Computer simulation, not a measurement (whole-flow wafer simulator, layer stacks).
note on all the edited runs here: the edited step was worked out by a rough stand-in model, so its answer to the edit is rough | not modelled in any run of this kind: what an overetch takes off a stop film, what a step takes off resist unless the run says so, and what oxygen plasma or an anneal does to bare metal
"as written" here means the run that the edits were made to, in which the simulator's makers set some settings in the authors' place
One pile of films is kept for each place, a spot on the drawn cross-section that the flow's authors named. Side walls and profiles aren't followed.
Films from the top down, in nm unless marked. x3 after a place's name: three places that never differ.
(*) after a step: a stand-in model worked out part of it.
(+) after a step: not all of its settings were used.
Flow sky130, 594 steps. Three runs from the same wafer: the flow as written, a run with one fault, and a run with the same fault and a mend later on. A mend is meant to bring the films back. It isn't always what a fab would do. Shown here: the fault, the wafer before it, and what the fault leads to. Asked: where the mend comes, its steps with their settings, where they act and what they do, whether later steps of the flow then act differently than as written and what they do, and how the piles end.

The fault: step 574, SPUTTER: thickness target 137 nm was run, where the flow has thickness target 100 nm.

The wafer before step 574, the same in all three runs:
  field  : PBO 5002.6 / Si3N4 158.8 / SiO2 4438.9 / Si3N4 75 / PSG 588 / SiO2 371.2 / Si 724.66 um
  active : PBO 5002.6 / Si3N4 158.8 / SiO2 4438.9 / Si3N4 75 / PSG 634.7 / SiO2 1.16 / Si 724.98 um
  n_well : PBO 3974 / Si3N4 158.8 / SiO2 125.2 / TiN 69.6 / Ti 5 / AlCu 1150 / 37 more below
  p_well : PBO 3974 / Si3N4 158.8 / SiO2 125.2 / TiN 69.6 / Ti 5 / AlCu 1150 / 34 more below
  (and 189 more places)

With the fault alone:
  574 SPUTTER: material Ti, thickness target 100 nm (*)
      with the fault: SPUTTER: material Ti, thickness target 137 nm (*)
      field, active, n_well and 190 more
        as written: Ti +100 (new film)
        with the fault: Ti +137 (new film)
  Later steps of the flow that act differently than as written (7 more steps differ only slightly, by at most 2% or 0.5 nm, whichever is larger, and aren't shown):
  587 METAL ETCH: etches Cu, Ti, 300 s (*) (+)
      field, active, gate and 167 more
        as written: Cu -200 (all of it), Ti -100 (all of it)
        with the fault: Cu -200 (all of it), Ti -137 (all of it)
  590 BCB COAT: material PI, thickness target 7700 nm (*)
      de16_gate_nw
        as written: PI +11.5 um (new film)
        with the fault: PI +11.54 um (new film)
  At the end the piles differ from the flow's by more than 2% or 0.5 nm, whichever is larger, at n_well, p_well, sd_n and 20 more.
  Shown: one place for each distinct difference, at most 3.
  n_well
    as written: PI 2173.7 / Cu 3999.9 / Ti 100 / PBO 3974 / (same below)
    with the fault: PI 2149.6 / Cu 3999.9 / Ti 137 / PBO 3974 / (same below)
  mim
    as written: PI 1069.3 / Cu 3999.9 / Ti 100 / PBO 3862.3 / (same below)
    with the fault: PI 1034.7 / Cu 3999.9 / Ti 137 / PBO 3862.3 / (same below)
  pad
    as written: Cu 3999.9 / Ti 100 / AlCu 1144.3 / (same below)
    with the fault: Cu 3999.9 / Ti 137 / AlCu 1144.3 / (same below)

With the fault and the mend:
  The mend comes after step 574.
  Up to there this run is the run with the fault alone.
  574a ETCH: chemistry CF4/O2, etches Si3N4, SiO2, TiN, Ti, depth target 37 nm (the flow's step 554 once more, with other settings)
      field, active, n_well and 190 more
        Ti -37
  No later step of the flow acts differently than as written, at any place that is followed, by more than 2% or 0.5 nm, whichever is larger.
  At the end the piles are the same as the flow's at every place that both follow.
